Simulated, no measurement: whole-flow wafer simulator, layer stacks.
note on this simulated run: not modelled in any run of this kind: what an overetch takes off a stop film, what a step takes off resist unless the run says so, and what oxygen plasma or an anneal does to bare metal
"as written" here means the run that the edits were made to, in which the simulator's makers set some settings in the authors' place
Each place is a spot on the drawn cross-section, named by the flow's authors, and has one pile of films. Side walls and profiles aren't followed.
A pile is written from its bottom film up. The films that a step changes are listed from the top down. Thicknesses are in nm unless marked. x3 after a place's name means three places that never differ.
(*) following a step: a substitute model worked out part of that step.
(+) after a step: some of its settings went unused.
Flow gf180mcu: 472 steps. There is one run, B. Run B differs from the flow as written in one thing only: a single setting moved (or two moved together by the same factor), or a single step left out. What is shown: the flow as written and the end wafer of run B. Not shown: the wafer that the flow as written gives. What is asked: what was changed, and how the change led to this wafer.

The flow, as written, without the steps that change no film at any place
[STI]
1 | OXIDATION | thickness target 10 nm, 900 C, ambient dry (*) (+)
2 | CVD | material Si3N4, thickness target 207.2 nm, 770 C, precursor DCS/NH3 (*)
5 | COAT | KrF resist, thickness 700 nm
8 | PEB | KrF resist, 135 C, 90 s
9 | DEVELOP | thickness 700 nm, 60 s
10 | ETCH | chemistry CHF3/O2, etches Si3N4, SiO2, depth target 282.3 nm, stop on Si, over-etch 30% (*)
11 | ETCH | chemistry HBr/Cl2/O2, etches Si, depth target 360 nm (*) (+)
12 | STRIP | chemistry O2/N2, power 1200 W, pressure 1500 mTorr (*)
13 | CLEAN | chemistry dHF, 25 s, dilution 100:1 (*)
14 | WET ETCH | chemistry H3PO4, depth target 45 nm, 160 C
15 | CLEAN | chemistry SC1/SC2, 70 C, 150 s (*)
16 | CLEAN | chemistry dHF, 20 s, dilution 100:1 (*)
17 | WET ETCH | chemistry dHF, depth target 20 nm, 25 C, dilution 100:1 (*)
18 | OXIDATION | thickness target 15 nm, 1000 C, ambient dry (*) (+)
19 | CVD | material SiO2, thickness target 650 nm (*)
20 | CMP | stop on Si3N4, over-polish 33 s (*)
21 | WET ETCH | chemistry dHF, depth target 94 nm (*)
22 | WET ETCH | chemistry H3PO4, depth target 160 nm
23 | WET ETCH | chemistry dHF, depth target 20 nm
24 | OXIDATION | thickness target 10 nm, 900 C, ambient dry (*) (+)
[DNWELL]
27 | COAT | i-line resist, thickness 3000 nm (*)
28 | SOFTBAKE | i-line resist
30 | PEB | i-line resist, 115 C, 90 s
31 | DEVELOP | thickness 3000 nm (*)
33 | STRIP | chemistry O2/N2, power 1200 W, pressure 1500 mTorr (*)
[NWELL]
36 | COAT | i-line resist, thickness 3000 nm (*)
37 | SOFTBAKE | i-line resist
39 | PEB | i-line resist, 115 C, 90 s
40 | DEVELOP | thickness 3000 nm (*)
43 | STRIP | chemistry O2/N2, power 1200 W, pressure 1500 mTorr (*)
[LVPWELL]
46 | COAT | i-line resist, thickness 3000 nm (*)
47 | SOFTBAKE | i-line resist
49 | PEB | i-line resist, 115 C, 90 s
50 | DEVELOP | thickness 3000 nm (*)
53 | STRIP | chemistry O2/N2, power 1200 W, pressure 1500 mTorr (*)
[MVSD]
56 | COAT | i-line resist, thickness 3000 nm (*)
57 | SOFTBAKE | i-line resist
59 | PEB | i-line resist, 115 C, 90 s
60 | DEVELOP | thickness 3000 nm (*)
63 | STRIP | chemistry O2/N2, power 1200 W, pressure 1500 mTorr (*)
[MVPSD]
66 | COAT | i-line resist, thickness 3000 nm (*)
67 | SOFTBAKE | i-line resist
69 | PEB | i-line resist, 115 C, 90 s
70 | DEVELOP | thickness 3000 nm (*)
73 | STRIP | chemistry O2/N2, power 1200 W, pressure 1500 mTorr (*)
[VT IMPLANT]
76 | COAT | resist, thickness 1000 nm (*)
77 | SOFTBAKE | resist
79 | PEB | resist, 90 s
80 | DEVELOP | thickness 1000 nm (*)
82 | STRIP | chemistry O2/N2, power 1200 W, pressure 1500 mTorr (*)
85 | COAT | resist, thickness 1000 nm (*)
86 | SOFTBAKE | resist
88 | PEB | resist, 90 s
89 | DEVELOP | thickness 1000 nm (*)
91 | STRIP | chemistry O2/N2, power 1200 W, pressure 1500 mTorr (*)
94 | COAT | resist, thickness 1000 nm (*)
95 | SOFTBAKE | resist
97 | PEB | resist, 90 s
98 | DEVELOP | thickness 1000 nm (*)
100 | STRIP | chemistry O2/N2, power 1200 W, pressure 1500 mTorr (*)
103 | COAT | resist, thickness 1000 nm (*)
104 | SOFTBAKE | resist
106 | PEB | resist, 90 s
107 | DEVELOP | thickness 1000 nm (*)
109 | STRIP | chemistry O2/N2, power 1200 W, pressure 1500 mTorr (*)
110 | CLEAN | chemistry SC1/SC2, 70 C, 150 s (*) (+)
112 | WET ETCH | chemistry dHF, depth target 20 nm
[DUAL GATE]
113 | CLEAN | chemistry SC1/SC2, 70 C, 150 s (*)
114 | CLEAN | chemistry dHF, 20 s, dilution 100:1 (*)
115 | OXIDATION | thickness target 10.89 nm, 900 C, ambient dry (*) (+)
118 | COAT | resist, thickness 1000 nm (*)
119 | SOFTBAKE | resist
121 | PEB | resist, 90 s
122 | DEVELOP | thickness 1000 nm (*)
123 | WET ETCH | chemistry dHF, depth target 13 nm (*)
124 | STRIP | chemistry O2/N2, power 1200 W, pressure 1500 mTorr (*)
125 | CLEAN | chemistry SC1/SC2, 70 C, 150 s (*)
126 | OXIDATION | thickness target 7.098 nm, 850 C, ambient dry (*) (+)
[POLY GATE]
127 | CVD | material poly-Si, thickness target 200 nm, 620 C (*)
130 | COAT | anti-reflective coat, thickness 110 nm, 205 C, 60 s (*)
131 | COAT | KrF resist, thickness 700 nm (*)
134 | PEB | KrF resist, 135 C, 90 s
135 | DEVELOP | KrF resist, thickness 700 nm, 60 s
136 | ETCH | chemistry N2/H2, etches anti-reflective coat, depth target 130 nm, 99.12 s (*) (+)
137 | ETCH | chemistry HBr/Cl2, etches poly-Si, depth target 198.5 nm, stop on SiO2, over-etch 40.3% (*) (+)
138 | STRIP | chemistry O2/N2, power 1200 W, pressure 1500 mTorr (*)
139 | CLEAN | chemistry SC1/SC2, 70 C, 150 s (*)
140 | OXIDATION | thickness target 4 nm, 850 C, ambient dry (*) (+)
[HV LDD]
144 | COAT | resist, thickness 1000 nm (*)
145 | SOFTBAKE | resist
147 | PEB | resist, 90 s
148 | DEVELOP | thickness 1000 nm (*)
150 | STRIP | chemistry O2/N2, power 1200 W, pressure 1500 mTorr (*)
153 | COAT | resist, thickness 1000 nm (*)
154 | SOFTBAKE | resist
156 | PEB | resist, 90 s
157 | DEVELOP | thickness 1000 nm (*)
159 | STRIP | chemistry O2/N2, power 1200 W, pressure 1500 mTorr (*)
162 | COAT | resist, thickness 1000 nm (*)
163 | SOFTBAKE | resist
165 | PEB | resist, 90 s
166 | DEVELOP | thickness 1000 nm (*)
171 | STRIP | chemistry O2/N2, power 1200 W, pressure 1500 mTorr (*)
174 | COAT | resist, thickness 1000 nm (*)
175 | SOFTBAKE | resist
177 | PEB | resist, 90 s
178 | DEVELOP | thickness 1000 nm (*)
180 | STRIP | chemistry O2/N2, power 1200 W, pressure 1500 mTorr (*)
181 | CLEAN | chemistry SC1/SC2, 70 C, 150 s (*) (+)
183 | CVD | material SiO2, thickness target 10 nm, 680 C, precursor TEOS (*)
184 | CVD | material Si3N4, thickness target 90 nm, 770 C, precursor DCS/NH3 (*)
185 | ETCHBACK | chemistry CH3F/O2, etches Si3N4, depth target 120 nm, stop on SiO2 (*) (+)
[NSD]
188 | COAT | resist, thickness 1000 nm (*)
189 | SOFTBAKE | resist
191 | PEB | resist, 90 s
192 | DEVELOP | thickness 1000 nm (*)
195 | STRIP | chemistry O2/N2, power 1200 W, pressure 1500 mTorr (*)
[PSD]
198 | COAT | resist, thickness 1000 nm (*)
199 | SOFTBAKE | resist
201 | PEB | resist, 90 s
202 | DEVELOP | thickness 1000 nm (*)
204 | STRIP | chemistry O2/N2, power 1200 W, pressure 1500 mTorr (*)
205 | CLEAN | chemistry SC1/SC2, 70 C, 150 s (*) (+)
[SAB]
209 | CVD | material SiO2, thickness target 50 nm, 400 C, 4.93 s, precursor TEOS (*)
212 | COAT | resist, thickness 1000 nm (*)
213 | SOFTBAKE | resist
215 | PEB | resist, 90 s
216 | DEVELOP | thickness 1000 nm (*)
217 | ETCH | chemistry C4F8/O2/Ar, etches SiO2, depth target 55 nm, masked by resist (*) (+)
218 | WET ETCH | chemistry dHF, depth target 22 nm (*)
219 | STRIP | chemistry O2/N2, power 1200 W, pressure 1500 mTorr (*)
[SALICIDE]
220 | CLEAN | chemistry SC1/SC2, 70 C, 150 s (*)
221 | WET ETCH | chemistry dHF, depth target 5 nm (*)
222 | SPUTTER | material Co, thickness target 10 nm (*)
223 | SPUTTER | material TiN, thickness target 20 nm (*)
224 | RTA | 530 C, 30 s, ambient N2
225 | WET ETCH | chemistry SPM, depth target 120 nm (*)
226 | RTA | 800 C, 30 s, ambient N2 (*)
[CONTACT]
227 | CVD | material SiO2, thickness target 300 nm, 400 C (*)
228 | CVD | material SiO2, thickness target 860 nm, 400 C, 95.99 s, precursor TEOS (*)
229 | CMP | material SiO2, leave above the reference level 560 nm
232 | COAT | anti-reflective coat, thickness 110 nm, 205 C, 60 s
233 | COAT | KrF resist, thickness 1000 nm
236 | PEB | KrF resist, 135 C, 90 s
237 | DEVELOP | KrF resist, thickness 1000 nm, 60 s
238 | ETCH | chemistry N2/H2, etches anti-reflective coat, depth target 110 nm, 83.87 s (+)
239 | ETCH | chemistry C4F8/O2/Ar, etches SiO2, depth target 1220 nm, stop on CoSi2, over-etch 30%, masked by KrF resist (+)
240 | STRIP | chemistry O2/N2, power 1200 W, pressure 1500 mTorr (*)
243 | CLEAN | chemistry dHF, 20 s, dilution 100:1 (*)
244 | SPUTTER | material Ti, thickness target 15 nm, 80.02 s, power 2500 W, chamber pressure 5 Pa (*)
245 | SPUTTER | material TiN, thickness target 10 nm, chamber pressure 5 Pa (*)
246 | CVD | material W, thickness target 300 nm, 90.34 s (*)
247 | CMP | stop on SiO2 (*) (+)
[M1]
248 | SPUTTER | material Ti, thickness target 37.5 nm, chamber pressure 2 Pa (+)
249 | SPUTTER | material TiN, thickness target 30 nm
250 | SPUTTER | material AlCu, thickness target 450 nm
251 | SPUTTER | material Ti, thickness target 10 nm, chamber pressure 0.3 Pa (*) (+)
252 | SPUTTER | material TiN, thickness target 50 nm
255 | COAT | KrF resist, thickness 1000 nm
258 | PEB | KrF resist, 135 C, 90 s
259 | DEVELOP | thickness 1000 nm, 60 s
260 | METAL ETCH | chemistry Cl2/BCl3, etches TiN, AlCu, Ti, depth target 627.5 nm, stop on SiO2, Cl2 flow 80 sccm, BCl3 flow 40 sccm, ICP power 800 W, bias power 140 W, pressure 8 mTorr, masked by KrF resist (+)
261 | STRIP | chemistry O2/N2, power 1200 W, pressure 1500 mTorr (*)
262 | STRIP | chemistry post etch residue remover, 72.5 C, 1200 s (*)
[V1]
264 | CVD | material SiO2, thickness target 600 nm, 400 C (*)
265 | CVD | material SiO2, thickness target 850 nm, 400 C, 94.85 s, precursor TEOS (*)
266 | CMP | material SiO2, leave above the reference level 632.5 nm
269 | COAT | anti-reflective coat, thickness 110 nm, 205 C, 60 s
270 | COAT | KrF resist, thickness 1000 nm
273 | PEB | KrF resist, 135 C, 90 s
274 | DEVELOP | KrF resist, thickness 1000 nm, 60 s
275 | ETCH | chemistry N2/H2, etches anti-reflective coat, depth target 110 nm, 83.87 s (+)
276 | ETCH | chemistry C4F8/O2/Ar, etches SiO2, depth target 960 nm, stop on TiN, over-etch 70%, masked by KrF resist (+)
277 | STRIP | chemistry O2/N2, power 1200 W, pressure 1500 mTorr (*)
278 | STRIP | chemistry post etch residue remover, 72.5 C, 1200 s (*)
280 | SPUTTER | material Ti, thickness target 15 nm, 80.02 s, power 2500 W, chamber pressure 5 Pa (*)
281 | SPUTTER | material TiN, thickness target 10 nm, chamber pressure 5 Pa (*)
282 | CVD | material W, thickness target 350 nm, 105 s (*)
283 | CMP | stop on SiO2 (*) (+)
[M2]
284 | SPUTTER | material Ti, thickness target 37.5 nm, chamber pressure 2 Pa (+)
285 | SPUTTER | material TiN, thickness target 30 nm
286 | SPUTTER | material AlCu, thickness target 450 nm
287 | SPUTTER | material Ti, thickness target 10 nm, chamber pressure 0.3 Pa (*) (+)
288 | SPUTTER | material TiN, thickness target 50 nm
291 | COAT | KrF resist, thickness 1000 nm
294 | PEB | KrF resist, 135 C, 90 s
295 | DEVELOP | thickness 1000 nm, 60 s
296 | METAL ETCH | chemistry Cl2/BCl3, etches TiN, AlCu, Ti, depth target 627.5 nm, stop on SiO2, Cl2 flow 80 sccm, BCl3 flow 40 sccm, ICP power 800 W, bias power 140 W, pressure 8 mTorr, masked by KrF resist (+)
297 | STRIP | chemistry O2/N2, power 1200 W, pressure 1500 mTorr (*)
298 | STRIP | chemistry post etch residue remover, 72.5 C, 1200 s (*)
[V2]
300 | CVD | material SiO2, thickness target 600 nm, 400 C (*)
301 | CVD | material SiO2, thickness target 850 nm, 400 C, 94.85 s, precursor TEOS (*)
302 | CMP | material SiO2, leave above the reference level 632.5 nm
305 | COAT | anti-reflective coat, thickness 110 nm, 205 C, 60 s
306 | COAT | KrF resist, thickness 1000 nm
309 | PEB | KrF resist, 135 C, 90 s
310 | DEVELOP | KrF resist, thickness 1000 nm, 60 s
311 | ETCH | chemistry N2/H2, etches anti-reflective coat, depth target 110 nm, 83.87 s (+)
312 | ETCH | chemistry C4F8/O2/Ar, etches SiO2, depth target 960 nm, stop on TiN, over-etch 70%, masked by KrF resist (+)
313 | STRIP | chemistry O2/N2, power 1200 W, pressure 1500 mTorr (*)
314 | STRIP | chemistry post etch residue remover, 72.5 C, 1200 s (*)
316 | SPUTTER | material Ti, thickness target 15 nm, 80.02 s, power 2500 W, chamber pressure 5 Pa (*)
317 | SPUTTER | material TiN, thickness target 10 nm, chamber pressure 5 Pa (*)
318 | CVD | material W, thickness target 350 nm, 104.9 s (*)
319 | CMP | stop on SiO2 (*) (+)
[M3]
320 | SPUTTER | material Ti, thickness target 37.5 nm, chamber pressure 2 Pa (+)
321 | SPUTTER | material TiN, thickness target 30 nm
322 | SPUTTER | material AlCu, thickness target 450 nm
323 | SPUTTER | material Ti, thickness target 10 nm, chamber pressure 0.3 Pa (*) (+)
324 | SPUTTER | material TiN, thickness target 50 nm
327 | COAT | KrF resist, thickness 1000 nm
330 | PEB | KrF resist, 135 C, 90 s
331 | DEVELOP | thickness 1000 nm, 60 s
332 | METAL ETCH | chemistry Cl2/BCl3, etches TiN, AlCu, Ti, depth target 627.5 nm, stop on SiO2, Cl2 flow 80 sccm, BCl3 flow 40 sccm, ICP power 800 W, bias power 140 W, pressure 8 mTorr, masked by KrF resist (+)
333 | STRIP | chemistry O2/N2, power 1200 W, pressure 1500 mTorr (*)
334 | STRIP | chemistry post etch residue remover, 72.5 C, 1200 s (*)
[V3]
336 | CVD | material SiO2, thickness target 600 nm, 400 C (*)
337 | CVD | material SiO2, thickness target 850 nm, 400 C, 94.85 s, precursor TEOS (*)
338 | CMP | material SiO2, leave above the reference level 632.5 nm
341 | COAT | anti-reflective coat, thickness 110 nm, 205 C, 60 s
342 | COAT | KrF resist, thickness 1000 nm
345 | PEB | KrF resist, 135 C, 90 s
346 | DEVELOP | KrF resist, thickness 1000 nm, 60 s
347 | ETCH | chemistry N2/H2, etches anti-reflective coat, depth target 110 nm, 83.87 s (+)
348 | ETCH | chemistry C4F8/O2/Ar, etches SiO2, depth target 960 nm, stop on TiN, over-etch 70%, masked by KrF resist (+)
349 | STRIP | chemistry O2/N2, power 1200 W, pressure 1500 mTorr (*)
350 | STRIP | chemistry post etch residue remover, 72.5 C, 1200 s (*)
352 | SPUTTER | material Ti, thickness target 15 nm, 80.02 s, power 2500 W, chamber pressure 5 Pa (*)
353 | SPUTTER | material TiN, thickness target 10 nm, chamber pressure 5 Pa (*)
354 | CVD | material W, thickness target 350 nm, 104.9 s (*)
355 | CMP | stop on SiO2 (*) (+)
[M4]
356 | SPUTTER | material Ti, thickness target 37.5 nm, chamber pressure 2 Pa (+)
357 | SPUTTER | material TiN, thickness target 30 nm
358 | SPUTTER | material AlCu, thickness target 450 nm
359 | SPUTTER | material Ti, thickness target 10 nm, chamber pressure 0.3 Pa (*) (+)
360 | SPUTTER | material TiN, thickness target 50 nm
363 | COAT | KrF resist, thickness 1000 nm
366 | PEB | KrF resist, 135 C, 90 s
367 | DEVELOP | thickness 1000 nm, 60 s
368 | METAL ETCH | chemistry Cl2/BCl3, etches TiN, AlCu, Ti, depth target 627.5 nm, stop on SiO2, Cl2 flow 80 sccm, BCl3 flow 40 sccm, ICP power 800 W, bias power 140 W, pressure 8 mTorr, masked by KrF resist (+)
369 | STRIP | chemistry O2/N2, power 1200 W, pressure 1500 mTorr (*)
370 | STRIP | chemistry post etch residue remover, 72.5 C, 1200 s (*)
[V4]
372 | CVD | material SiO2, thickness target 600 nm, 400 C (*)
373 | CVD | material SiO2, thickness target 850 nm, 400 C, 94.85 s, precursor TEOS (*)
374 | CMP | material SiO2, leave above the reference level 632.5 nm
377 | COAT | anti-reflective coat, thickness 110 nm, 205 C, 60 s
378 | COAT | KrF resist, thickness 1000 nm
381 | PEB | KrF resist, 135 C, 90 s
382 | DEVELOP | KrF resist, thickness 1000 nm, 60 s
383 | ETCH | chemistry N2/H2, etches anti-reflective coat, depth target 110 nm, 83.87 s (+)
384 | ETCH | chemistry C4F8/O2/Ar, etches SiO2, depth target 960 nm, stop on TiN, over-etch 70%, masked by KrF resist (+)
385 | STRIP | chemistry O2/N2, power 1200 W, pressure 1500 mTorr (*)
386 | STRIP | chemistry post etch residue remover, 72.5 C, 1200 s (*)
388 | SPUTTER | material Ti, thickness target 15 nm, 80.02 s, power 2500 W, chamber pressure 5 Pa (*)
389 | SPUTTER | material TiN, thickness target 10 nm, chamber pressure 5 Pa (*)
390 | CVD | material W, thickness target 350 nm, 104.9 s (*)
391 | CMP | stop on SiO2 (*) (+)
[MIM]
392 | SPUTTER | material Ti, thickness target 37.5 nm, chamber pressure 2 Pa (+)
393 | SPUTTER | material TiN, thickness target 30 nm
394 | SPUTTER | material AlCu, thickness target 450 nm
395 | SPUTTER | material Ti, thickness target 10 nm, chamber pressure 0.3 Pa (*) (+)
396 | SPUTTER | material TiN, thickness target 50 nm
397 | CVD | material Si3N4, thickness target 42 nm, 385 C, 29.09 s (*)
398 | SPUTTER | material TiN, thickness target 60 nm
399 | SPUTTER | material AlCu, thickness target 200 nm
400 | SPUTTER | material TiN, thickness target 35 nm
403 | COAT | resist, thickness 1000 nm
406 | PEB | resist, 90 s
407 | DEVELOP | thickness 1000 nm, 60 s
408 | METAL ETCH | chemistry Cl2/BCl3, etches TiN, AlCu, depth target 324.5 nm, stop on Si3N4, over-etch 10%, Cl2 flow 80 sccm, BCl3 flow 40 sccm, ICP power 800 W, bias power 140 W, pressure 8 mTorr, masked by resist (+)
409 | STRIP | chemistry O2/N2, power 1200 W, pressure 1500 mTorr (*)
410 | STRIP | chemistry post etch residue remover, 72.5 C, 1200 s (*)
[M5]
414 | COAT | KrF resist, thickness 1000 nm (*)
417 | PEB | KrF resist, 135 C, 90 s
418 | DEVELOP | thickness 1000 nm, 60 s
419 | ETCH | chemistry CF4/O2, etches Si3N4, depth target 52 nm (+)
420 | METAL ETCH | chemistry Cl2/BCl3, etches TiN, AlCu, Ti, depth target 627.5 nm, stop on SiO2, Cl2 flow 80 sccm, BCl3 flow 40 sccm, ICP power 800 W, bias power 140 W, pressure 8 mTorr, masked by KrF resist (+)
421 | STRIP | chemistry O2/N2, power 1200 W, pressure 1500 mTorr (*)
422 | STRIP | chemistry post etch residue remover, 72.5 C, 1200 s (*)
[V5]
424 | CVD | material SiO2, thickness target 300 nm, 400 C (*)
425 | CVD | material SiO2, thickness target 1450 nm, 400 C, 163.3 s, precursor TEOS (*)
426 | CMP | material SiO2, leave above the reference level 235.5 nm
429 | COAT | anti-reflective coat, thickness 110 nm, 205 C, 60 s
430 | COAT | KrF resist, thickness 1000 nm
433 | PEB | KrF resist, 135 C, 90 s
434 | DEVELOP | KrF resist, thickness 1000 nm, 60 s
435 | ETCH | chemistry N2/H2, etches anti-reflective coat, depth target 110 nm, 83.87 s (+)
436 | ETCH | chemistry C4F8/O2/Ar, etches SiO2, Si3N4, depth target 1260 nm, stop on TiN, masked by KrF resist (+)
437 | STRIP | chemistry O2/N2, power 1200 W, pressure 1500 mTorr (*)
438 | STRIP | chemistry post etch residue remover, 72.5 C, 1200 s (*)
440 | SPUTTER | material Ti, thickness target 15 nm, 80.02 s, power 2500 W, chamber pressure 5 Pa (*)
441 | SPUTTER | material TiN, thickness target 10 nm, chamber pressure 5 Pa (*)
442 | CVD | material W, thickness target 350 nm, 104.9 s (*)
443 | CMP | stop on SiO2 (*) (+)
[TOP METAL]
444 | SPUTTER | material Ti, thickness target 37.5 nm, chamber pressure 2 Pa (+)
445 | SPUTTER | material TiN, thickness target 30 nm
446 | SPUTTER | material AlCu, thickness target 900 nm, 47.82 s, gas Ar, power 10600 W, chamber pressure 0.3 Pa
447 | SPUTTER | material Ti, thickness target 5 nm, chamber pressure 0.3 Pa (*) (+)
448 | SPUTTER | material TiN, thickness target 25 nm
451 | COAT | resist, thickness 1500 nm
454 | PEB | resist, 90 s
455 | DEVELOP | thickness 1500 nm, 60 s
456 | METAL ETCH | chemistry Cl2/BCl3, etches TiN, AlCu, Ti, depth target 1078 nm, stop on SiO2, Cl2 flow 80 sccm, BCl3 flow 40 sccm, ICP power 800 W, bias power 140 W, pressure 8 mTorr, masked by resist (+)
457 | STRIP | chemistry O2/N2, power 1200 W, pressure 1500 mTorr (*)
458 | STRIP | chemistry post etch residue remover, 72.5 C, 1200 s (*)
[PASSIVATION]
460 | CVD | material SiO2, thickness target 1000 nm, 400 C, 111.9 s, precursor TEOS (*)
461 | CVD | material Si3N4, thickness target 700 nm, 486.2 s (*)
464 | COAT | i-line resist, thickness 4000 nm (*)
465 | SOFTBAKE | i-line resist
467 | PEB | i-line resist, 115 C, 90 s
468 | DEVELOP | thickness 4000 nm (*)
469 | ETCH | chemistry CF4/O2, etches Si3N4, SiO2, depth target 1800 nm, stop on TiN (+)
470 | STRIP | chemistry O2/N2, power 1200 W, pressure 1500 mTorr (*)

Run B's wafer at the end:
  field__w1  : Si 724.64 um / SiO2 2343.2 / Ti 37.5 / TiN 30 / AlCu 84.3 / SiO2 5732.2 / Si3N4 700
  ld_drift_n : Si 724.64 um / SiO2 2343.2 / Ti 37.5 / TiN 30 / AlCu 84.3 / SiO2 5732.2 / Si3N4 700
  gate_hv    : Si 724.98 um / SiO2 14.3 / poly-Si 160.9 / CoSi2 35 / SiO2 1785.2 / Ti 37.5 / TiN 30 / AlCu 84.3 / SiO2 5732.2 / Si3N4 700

What caused this: step 296, METAL ETCH: depth target 420 nm was run, while the flow as written has depth target 627.5 nm.

Step by step, how the change led to this:
  296 | METAL ETCH | chemistry Cl2/BCl3, etches TiN, AlCu, Ti, depth target 627.5 nm, stop on SiO2, Cl2 flow 80 sccm, BCl3 flow 40 sccm, ICP power 800 W, bias power 140 W, pressure 8 mTorr, masked by KrF resist (+)
      field, field__w1, field__w2 and 103 more: -50 TiN (all of it), -10 Ti (all of it), -360 AlCu (as written it would have been: -50 TiN (all of it), -10 Ti (all of it), -450 AlCu (all of it), -30 TiN (all of it), -37.5 Ti (all of it))
      field__w8, contact, m1, m1__w1, m1_nw: -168 KrF resist (as written it would have been: -251 KrF resist)
  297 | STRIP | chemistry O2/N2, power 1200 W, pressure 1500 mTorr (*)
      field__w8, contact, m1, m1__w1, m1_nw: -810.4 KrF resist (all of it) (as written it would have been: -727.4 KrF resist (all of it))
  298 | STRIP | chemistry post etch residue remover, 72.5 C, 1200 s (*)
      field, field__w1, field__w2 and 103 more: -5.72 AlCu (as written it would have been: nothing)
  300 | CVD | material SiO2, thickness target 600 nm, 400 C (*)
      field, field__w1, field__w2 and 103 more: +600 SiO2 (new film) (as written it would have been: +600 SiO2)
  302 | CMP | material SiO2, leave above the reference level 632.5 nm
      field, field__w1, field__w2 and 103 more: -451.8 SiO2 (as written it would have been: -300 SiO2)
With metal films that touch counted as one body, field__w1 has 1 body; the flow as written gives 0 bodies.
With metal films that touch counted as one body, ld_drift_n has 1 body; the flow as written gives 0 bodies.
With metal films that touch counted as one body, gate_hv has 2 bodies (between them, from the top down: SiO2 1785.2); the flow as written gives 1 body.
